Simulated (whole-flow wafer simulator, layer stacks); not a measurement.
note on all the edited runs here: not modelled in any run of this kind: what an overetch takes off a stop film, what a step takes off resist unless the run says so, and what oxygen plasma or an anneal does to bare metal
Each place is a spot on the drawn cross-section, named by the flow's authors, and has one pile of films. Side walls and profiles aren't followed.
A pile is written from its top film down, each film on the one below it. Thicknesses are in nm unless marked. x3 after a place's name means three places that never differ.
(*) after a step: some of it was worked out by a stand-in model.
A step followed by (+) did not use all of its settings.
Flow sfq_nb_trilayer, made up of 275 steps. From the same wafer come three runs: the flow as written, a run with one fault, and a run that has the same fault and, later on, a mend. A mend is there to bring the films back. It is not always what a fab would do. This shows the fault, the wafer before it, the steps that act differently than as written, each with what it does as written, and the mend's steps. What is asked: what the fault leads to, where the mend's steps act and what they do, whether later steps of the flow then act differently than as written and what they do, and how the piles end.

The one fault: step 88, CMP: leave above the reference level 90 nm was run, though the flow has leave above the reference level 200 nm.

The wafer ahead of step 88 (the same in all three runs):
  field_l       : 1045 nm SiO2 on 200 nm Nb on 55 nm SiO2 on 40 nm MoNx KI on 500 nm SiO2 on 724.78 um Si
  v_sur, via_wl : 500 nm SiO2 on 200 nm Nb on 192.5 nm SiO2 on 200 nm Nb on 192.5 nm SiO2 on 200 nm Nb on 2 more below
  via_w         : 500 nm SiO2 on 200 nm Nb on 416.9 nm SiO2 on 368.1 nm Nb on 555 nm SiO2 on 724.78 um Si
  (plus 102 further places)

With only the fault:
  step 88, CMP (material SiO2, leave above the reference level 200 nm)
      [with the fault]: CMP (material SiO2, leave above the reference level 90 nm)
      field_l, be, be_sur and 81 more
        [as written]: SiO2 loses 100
        [with the fault]: SiO2 loses 210
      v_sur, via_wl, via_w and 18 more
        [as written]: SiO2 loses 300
        [with the fault]: SiO2 loses 410
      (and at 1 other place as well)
  Steps later in the flow that act otherwise than as written (3 more steps, not shown, differ only slightly: by at most 2% or 0.5 nm, whichever is larger):
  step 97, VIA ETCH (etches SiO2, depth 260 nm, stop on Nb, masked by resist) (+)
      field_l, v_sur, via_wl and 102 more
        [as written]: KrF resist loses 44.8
        [with the fault]: KrF resist loses 23.2
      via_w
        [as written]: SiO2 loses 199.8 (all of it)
        [with the fault]: SiO2 loses 89.8 (all of it)
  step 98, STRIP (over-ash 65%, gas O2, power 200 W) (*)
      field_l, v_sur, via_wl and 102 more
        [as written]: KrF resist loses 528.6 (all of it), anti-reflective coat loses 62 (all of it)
        [with the fault]: KrF resist loses 550.2 (all of it), anti-reflective coat loses 62 (all of it)
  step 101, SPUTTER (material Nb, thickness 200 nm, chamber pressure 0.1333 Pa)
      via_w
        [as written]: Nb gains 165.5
        [with the fault]: Nb gains 190.1
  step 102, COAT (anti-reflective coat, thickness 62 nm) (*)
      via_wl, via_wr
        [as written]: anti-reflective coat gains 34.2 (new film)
        [with the fault]: anti-reflective coat gains 37.5 (new film)
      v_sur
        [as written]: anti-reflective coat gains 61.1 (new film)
        [with the fault]: anti-reflective coat gains 57.7 (new film)
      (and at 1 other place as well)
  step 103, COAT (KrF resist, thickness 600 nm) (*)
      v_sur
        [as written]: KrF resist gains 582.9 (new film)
        [with the fault]: KrF resist gains 595.3 (new film)
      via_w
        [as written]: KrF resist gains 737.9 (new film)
        [with the fault]: KrF resist gains 645.6 (new film)
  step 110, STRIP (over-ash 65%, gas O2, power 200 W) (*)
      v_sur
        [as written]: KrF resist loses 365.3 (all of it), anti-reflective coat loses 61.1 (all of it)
        [with the fault]: KrF resist loses 377.7 (all of it), anti-reflective coat loses 57.7 (all of it)
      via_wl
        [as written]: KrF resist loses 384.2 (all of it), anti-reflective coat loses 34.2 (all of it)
        [with the fault]: KrF resist loses 394.5 (all of it), anti-reflective coat loses 37.5 (all of it)
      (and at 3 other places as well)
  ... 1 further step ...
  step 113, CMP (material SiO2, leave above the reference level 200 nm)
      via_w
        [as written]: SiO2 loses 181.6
        [with the fault]: SiO2 loses 201.2
  At field_l, v_sur, via_wl and 103 more, the piles at the end differ from the flow's by more than 2% or 0.5 nm, whichever is larger.
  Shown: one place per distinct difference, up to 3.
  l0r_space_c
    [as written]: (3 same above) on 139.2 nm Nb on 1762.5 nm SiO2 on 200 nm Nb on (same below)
    [with the fault]: (3 same above) on 139.2 nm Nb on 1652.5 nm SiO2 on 200 nm Nb on (same below)
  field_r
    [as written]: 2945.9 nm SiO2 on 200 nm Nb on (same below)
    [with the fault]: 2835.9 nm SiO2 on 200 nm Nb on (same below)
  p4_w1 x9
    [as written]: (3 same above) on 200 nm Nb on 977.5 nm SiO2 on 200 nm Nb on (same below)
    [with the fault]: (3 same above) on 200 nm Nb on 867.5 nm SiO2 on 200 nm Nb on (same below)

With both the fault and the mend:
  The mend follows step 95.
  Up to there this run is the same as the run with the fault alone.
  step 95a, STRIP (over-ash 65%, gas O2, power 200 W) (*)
      field_l, v_sur, via_wl and 102 more
        KrF resist loses 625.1 (all of it), anti-reflective coat loses 62 (all of it)
      via_w
        anti-reflective coat loses 62 (all of it)
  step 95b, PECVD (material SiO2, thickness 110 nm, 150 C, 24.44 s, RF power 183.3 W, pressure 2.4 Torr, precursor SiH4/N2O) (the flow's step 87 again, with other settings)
      field_l, v_sur, via_wl and 103 more
        SiO2 gains 110
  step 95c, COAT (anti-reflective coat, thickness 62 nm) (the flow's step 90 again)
      field_l, v_sur, via_wl and 103 more
        anti-reflective coat gains 62 (new film)
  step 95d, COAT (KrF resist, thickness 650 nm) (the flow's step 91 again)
      field_l, v_sur, via_wl and 103 more
        KrF resist gains 650 (new film)
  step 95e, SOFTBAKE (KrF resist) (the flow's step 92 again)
      does not change any film at any place that is followed
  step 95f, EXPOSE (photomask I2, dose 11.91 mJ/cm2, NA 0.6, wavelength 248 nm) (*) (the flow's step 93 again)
      does not change any film at any place that is followed
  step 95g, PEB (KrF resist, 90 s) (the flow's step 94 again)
      field_l, v_sur, via_wl and 103 more
        KrF resist loses 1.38
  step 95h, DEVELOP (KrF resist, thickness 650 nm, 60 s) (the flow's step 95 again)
      field_l, v_sur, via_wl and 102 more
        KrF resist loses 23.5
      via_w
        KrF resist loses 648.6 (all of it)
  Later steps of the flow that are run all act as written at every place that is followed.
  By the end, the piles equal the flow's at every place that both follow.
